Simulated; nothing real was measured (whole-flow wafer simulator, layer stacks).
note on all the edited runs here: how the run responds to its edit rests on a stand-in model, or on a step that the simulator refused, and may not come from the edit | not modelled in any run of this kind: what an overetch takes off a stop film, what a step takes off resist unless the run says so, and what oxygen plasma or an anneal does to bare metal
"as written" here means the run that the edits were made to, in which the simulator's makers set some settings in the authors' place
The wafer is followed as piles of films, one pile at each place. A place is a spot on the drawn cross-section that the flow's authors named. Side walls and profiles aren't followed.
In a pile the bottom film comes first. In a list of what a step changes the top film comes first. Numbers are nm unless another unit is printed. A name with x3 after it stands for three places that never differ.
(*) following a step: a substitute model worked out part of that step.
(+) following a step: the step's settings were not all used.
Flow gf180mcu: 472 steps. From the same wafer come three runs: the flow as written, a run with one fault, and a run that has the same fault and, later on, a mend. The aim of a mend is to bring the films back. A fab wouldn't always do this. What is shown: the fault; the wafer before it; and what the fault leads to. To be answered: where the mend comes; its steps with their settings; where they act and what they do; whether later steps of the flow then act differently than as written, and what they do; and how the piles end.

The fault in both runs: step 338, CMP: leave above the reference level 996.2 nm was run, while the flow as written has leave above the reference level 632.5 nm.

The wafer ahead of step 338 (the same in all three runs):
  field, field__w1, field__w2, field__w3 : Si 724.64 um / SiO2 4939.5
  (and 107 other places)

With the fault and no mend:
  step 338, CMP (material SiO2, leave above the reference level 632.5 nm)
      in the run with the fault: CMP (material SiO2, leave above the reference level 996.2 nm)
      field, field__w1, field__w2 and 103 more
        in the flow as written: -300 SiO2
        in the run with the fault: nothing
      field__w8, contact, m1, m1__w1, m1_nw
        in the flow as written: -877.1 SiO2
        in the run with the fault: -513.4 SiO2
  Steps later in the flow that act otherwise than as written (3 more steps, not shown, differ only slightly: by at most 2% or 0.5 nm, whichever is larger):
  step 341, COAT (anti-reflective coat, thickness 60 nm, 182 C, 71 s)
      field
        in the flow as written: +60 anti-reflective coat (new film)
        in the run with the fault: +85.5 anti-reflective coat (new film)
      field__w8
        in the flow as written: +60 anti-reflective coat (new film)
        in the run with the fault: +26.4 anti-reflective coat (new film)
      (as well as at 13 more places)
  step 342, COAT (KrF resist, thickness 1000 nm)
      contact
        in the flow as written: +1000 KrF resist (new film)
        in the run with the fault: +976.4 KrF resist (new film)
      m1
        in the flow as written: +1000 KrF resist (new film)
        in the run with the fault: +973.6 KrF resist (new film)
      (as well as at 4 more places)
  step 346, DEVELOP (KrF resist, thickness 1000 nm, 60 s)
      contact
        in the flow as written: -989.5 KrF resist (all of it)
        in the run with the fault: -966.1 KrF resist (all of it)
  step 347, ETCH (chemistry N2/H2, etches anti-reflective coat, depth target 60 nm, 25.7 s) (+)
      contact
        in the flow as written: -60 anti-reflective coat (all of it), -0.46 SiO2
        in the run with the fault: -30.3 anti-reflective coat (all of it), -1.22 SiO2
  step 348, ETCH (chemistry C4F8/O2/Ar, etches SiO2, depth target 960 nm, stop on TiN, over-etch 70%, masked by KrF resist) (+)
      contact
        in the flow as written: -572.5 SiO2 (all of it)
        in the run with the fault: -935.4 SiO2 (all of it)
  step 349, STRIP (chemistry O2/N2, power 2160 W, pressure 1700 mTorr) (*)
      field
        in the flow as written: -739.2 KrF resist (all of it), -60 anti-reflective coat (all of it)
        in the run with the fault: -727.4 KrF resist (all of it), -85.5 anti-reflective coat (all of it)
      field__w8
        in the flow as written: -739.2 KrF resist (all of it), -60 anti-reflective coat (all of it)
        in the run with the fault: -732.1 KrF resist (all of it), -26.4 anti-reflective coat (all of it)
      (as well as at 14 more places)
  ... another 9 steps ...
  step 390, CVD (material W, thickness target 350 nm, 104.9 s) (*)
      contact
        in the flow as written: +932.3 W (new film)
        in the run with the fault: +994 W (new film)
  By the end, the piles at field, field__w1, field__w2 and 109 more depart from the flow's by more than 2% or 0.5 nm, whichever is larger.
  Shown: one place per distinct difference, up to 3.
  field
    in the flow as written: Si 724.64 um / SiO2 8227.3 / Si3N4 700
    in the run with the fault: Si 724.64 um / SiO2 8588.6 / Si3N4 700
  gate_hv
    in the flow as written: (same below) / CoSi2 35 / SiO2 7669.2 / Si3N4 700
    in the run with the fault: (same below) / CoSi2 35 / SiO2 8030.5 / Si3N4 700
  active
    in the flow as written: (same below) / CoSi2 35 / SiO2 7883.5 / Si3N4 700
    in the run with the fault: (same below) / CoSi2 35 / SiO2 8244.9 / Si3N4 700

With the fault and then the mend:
  The mend follows step 346.
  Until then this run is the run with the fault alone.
  step 346a, STRIP (chemistry O2/N2, power 2160 W, pressure 1700 mTorr) (*)
      iso_ptap_pw, iso_ntap_nw, iso_nw_fld and 33 more
        -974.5 KrF resist (all of it), -60 anti-reflective coat (all of it)
      field_sub, field_sub__w1, field_sub__w2 and 15 more
        -975.1 KrF resist (all of it), -60.2 anti-reflective coat (all of it)
      field__w6, field__w7, field__w11 and 7 more
        -975.2 KrF resist (all of it), -60.2 anti-reflective coat (all of it)
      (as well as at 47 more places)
  step 346b, CMP (material SiO2, leave above the reference level 632.5 nm) (a further turn of the flow's step 338)
      field, field__w1, field__w2 and 103 more
        -300 SiO2
      field__w8, contact, m1, m1__w1, m1_nw
        -363.7 SiO2
  step 346c, HMDS (120 C, 60 s) (a further turn of the flow's step 340)
      leaves every film unchanged at each place that is followed
  step 346d, COAT (anti-reflective coat, thickness 60 nm, 182 C, 71 s) (a further turn of the flow's step 341)
      field, field__w1, field__w2 and 108 more
        +60 anti-reflective coat (new film)
  step 346e, COAT (KrF resist, thickness 1000 nm) (a further turn of the flow's step 342)
      field, field__w1, field__w2 and 108 more
        +1000 KrF resist (new film)
  step 346f, SOFTBAKE (KrF resist) (a further turn of the flow's step 343)
      leaves every film unchanged at each place that is followed
  step 346g, EXPOSE (photomask Via3) (a further turn of the flow's step 344)
      leaves every film unchanged at each place that is followed
  step 346h, PEB (KrF resist, 135 C, 90 s) (a further turn of the flow's step 345)
      field, field__w1, field__w2 and 108 more
        -10.5 KrF resist
  step 346i, DEVELOP (KrF resist, thickness 1000 nm, 60 s) (a further turn of the flow's step 346)
      field, field__w1, field__w2 and 107 more
        -14.9 KrF resist
      contact
        -989.5 KrF resist (all of it)
  None of the later steps of the flow acts differently than as written at any place that is followed.
  By the end, the piles equal the flow's at every place that both follow.
